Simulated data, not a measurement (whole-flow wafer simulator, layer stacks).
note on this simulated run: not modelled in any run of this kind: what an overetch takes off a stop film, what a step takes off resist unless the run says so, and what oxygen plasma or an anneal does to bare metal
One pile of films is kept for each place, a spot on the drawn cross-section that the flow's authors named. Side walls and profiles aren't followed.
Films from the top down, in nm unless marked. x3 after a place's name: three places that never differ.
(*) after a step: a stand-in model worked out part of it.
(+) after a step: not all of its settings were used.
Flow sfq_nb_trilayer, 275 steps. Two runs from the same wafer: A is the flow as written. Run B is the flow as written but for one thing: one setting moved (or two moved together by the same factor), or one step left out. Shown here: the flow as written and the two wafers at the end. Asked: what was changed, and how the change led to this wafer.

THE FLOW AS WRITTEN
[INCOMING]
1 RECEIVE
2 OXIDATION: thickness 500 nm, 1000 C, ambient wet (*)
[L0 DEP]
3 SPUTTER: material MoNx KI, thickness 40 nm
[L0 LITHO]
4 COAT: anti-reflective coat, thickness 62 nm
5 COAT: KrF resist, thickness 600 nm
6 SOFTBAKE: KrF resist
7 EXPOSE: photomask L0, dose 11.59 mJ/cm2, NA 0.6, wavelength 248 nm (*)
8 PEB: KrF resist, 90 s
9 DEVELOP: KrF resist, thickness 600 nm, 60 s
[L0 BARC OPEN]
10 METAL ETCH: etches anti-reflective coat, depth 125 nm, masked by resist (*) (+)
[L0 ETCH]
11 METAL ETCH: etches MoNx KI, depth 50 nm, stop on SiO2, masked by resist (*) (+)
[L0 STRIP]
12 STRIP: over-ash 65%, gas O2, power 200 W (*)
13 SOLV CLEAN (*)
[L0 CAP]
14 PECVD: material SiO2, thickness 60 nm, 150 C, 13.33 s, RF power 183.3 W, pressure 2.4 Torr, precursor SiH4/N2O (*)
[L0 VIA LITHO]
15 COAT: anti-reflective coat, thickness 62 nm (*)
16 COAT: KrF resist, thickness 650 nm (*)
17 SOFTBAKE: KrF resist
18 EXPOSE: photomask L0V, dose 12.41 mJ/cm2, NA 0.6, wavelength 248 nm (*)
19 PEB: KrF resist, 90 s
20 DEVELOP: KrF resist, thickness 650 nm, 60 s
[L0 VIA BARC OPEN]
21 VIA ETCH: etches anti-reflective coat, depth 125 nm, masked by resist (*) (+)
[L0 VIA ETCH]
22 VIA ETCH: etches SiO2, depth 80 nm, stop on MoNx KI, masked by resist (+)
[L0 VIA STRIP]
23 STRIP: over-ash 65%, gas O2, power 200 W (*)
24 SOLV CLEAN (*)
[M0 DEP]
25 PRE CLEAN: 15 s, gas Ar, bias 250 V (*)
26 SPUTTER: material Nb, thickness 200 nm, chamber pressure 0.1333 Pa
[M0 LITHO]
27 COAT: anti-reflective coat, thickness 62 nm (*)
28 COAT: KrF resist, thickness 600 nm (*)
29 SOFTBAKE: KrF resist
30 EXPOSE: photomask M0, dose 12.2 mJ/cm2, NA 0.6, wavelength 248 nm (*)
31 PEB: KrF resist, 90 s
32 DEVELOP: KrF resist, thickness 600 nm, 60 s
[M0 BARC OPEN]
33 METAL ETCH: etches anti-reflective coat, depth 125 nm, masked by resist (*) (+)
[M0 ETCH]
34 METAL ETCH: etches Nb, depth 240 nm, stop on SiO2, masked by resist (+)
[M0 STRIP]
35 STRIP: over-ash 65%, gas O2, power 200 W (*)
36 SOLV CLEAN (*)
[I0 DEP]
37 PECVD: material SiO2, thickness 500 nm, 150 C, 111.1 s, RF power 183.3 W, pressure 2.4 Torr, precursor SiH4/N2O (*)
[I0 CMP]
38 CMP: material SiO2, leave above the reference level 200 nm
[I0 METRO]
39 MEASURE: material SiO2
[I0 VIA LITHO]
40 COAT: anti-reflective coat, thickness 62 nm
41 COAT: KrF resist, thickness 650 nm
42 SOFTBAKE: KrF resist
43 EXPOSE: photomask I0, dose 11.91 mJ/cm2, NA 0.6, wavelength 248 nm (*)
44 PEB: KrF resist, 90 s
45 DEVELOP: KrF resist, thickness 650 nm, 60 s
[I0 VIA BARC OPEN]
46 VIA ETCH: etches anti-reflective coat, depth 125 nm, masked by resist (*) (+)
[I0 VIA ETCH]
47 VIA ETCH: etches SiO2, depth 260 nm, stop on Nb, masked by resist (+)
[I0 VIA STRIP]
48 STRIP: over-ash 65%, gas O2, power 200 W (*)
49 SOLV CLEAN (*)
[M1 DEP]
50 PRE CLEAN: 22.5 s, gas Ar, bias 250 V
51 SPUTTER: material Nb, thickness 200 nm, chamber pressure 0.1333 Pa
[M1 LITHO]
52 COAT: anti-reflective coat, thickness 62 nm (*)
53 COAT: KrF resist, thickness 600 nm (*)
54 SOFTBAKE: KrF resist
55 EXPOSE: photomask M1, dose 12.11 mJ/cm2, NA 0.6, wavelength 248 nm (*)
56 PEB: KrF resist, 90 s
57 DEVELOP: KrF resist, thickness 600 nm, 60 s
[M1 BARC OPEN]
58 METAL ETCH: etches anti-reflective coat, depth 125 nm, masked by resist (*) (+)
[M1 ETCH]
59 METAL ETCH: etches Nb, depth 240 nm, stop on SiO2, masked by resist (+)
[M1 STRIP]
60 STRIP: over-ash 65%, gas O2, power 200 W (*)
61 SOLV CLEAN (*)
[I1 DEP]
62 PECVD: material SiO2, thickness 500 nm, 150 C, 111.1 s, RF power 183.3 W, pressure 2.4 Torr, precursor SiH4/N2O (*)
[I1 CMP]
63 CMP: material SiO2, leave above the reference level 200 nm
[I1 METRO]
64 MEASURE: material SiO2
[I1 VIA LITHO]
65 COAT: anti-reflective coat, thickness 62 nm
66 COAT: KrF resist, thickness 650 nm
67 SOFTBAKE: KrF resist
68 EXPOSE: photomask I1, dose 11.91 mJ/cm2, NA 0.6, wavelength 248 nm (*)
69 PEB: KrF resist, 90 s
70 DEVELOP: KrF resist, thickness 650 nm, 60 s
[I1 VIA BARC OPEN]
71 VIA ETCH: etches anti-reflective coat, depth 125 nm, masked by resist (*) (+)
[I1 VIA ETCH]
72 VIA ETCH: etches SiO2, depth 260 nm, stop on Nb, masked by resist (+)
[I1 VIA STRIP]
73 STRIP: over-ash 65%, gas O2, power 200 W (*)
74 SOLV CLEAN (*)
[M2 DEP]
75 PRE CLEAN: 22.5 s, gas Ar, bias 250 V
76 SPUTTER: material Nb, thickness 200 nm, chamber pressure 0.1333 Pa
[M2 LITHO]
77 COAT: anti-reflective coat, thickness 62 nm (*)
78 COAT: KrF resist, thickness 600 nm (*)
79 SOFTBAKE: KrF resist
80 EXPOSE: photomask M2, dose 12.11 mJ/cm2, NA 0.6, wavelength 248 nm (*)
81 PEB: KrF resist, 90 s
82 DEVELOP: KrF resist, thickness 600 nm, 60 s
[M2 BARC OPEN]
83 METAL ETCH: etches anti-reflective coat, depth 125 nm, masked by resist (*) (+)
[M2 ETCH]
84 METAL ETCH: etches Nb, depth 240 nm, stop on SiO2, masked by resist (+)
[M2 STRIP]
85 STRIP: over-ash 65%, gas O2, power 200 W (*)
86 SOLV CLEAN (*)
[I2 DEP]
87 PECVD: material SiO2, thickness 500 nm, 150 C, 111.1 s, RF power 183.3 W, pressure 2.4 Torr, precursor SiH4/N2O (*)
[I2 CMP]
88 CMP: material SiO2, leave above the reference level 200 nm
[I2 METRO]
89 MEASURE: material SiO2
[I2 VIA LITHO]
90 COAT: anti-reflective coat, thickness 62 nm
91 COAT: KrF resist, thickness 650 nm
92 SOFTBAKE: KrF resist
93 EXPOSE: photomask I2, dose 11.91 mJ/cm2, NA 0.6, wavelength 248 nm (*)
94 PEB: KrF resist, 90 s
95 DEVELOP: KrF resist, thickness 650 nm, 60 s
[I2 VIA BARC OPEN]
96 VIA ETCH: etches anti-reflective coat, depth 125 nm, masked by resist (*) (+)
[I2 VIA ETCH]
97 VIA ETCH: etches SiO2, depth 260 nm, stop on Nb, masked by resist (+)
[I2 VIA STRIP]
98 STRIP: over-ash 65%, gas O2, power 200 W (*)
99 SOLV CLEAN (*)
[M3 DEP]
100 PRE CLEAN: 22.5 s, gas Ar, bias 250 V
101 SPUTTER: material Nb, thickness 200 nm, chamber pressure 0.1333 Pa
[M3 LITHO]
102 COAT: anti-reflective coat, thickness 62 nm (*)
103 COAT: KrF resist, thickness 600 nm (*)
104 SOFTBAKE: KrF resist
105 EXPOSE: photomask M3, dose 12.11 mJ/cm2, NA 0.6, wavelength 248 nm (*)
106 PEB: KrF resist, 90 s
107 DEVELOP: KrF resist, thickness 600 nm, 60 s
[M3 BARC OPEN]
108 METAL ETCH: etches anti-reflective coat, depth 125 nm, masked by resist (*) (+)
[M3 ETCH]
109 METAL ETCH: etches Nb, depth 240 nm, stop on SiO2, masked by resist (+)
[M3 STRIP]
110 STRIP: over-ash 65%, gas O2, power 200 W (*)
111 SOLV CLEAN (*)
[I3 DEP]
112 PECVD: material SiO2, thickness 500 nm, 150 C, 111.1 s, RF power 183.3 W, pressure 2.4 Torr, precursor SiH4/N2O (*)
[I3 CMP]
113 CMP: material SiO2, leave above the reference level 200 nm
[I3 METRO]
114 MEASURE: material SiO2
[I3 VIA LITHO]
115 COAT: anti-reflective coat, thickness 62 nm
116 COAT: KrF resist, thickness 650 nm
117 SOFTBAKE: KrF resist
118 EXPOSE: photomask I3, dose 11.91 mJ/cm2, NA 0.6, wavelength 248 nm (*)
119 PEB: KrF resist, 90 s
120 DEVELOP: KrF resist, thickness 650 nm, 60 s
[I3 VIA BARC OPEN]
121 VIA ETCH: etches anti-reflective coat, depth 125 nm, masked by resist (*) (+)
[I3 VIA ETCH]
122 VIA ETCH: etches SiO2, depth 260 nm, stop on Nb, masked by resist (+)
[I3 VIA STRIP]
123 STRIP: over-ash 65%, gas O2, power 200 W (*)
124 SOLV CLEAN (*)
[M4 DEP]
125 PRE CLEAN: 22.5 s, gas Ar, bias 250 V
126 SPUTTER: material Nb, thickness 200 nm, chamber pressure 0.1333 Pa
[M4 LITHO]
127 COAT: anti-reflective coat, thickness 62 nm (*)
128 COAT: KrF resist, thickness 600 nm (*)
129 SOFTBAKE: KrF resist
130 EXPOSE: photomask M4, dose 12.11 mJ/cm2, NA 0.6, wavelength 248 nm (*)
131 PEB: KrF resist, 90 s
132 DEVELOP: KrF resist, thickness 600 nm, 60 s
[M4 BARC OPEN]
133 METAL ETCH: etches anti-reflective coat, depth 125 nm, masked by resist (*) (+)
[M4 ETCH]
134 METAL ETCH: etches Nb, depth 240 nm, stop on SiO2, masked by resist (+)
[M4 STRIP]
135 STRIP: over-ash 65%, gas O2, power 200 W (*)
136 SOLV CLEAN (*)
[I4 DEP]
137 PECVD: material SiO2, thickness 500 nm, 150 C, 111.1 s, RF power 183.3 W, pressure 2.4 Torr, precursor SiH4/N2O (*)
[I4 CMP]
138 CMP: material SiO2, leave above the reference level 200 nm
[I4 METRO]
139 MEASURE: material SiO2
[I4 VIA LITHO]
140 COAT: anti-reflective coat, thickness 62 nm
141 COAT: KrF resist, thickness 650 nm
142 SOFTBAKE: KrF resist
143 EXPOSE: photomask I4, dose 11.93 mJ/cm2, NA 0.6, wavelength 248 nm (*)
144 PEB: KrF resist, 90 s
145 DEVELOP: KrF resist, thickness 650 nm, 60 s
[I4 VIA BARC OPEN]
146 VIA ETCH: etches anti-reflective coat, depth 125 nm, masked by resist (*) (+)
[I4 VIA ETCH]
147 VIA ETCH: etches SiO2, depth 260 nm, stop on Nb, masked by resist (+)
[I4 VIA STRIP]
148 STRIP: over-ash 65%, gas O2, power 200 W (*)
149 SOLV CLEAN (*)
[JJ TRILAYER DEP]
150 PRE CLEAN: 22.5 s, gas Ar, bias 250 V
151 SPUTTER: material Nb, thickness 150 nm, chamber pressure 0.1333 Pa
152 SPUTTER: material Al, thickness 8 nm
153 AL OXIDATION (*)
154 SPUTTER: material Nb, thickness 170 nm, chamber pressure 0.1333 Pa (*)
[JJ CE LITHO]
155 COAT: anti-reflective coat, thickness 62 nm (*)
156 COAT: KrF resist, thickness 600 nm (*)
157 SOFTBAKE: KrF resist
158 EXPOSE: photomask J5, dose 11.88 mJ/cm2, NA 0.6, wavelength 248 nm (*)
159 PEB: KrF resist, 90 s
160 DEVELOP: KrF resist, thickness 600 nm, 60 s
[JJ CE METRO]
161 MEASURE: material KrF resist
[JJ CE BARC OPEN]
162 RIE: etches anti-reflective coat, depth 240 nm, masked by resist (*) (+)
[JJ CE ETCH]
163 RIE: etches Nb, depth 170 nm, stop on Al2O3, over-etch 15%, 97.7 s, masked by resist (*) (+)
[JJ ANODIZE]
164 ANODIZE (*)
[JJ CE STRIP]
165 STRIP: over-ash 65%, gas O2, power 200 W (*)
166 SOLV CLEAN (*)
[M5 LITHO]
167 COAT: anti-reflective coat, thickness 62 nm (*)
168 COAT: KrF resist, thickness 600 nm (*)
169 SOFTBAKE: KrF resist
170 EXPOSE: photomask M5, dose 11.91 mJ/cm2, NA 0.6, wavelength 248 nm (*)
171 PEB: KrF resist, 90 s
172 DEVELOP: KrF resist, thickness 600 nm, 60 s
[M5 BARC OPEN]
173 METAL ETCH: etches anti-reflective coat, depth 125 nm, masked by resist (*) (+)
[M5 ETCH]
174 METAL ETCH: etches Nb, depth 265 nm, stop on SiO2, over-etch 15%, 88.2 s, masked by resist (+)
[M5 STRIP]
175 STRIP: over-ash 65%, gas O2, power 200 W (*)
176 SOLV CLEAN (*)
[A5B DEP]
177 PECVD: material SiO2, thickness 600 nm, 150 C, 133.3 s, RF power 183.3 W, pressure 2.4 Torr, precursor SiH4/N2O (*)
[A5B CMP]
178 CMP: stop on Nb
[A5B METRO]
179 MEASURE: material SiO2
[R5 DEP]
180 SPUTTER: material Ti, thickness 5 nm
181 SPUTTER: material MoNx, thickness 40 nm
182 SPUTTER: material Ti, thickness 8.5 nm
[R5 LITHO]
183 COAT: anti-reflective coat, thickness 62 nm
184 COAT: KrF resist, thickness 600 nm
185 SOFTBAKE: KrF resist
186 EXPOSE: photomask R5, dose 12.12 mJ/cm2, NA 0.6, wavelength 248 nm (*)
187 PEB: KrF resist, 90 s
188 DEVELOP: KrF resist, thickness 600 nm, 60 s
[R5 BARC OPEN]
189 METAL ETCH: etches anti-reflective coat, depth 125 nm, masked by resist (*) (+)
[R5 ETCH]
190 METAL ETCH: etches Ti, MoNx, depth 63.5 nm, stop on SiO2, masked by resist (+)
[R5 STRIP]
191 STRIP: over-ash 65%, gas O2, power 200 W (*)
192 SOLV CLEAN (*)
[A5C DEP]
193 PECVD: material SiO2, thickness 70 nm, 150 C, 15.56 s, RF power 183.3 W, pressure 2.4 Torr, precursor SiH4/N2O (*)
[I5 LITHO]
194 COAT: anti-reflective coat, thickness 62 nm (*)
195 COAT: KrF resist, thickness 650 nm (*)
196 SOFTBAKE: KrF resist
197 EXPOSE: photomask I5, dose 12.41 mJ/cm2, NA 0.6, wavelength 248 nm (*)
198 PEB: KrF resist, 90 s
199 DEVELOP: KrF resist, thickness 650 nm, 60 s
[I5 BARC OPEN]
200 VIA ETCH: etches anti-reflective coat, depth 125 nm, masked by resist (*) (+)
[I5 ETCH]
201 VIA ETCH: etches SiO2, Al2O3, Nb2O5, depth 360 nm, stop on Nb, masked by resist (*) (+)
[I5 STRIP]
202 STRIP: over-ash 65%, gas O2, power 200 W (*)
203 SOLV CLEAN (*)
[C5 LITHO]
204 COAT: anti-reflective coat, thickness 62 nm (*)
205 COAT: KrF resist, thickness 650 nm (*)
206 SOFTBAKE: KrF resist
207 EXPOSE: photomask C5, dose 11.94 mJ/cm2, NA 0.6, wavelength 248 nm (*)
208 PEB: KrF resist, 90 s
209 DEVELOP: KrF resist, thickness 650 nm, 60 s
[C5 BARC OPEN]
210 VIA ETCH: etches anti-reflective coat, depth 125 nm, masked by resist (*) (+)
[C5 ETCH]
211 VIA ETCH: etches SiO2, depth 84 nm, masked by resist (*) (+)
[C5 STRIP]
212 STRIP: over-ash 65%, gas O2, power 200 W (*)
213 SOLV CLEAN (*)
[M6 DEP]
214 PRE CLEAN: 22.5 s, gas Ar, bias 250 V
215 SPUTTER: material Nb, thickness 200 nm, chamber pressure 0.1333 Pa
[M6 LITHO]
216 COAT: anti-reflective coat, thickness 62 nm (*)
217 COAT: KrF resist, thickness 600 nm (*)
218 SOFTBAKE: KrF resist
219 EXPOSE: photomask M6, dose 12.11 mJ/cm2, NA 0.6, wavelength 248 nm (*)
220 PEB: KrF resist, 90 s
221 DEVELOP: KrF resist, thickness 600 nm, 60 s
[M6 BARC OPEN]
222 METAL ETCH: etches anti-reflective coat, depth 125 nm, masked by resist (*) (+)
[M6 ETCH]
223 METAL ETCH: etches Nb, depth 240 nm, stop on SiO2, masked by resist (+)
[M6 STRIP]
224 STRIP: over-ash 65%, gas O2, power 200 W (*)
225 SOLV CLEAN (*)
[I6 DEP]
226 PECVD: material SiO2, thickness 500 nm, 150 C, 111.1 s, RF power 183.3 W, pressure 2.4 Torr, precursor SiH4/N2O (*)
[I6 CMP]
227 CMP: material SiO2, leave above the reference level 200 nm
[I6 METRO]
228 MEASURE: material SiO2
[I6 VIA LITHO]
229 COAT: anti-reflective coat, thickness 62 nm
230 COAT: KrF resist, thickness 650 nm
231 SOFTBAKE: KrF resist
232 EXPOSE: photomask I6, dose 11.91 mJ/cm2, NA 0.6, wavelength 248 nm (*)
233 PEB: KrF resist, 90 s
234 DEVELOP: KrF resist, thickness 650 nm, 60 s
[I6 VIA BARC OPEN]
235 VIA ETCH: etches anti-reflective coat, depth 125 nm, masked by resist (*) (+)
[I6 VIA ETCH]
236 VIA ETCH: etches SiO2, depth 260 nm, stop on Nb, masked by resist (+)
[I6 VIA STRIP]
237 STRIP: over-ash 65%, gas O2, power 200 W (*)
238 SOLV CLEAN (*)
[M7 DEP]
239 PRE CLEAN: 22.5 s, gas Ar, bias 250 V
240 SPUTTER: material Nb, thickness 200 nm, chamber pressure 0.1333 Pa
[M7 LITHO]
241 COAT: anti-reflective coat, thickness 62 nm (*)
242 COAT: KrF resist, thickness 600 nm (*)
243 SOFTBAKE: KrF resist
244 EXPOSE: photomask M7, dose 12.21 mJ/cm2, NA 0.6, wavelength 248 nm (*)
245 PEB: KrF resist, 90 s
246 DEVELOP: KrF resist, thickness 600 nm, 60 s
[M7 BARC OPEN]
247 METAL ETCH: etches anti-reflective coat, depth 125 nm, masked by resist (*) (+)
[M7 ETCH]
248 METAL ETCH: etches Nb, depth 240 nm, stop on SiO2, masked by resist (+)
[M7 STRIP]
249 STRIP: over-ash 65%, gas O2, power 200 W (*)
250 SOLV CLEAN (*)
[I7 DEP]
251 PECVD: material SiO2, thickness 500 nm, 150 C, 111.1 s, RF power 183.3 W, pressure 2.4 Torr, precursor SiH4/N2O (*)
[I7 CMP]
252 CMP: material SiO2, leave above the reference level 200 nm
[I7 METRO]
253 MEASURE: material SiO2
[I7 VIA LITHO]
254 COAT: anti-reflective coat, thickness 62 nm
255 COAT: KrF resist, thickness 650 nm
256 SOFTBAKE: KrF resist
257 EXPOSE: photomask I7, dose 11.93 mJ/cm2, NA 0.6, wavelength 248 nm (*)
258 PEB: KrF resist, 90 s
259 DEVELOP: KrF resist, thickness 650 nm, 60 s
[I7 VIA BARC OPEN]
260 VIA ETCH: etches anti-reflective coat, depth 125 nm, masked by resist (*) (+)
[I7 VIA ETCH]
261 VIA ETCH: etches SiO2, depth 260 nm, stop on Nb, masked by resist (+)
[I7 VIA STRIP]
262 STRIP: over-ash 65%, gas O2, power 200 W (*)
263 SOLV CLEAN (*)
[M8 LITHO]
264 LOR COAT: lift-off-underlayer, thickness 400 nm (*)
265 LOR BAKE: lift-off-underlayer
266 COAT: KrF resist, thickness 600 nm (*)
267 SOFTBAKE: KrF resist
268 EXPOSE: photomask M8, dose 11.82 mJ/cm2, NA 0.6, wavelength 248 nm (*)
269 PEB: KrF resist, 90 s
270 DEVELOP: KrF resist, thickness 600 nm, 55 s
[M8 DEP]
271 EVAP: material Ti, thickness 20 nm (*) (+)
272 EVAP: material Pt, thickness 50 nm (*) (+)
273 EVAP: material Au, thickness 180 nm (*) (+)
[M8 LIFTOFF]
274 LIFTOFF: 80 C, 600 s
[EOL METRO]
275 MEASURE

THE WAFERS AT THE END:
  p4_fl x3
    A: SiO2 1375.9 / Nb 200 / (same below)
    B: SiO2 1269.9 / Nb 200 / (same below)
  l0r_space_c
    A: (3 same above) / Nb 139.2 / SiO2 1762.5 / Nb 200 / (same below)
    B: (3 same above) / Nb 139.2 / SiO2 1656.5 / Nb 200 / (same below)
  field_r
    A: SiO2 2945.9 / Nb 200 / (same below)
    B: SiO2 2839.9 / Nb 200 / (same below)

The cause: step 138, CMP: leave above the reference level 94 nm was run, where the flow has leave above the reference level 200 nm.

How the change led to this, step by step:
  138 CMP: material SiO2, leave above the reference level 200 nm
      field_l, be, be_sur and 55 more: A SiO2 -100 | B SiO2 -206
      v_sur, via_wl, via_w and 35 more: A SiO2 -300 | B SiO2 -406
      (and at 10 more places)
  147 VIA ETCH: etches SiO2, depth 260 nm, stop on Nb, masked by resist (+)
      field_l, v_sur, via_sp and 100 more: A KrF resist -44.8 | B KrF resist -24.3
      via_wl, via_w, via_wr: A SiO2 -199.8 (all of it) | B SiO2 -93.8 (all of it)
  148 STRIP: over-ash 65%, gas O2, power 200 W (*)
      field_l, v_sur, via_sp and 100 more: A KrF resist -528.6 (all of it), anti-reflective coat -62 (all of it) | B KrF resist -549.2 (all of it), anti-reflective coat -62 (all of it)
  151 SPUTTER: material Nb, thickness 150 nm, chamber pressure 0.1333 Pa
      via_wl, via_w, via_wr: A Nb +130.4 | B Nb +142.9
  152 SPUTTER: material Al, thickness 8 nm
      via_wl, via_wr: A Al +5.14 (new film) | B Al +6.42 (new film)
      via_w: A Al +7.12 (new film) | B Al +7.9 (new film)
  154 SPUTTER: material Nb, thickness 170 nm, chamber pressure 0.1333 Pa (*)
      via_wl, via_wr: A Nb +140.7 (new film) | B Nb +132.3 (new film)
      via_w: A Nb +141 (new film) | B Nb +168.4 (new film)
  155 COAT: anti-reflective coat, thickness 62 nm (*)
      via_wl, via_wr: A anti-reflective coat +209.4 (new film) | B anti-reflective coat +154.8 (new film)
      v_sur: A anti-reflective coat +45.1 (new film) | B anti-reflective coat +50.6 (new film)
      (and at 2 more places)
  156 COAT: KrF resist, thickness 600 nm (*)
      via_wl: A KrF resist +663 (new film) | B KrF resist +629.9 (new film)
      via_w: A KrF resist +763.8 (new film) | B KrF resist +658.4 (new film)
      (and at 1 more place)
  160 DEVELOP: KrF resist, thickness 600 nm, 60 s
      via_wl: A KrF resist -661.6 (all of it) | B KrF resist -628.6 (all of it)
      via_w: A KrF resist -762.1 (all of it) | B KrF resist -657 (all of it)
      (and at 1 more place)
  162 RIE: etches anti-reflective coat, depth 240 nm, masked by resist (*) (+)
      ce_l, c5j, ce_r, wl_jj: A KrF resist -209.4 | B KrF resist -154.8
      via_wl, via_wr: A anti-reflective coat -209.4 (all of it) | B anti-reflective coat -154.8 (all of it)
      (and at 3 more places)
  163 RIE: etches Nb, depth 170 nm, stop on Al2O3, over-etch 15%, 97.7 s, masked by resist (*) (+)
      via_w: A Nb -141 (all of it), Al2O3 -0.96 (all of it) | B Nb -168.4 (all of it), Al2O3 -0.54
      via_wl, via_wr: A Nb -140.7 (all of it), Al2O3 -0.96 (all of it) | B Nb -132.3 (all of it), Al2O3 -0.96 (all of it)
  164 ANODIZE (*)
      via_w: A Al2O3 +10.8 (new film), Nb2O5 +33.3 (new film), Al -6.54 (all of it), Nb -12 | B Al2O3 +12.1, Nb2O5 +30.3 (new film), Al -7.32 (all of it), Nb -10.9
      via_wl, via_wr: A Al2O3 +7.52 (new film), Nb2O5 +39.2 (new film), Al -4.56 (all of it), Nb -14.1 | B Al2O3 +9.63 (new film), Nb2O5 +35.4 (new film), Al -5.84 (all of it), Nb -12.7
  165 STRIP: over-ash 65%, gas O2, power 200 W (*)
      c5j, ce_r: A KrF resist -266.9 (all of it), anti-reflective coat -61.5 (all of it) | B KrF resist -322.2 (all of it), anti-reflective coat -61.8 (all of it)
      ce_l: A KrF resist -266.8 (all of it), anti-reflective coat -61.4 (all of it) | B KrF resist -322.1 (all of it), anti-reflective coat -61.8 (all of it)
      (and at 1 more place)
  167 COAT: anti-reflective coat, thickness 62 nm (*)
      v_sur: A anti-reflective coat +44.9 (new film) | B anti-reflective coat +47.9 (new film)
      via_wl: A anti-reflective coat +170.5 (new film) | B anti-reflective coat +100.9 (new film)
      (and at 3 more places)
  168 COAT: KrF resist, thickness 600 nm (*)
      v_sur: A KrF resist +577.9 (new film) | B KrF resist +594.9 (new film)
      via_wl: A KrF resist +656 (new film) | B KrF resist +635.1 (new film)
      (and at 3 more places)
  175 STRIP: over-ash 65%, gas O2, power 200 W (*)
      v_sur: A KrF resist -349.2 (all of it), anti-reflective coat -44.9 (all of it) | B KrF resist -366.1 (all of it), anti-reflective coat -47.9 (all of it)
      via_wl: A KrF resist -427 (all of it), anti-reflective coat -170.5 (all of it) | B KrF resist -406.2 (all of it), anti-reflective coat -100.9 (all of it)
      (and at 3 more places)
  178 CMP: stop on Nb
      via_wl, via_wr: A SiO2 -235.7 | B SiO2 -353.9
      via_w: A SiO2 -235.2 | B SiO2 -353.5
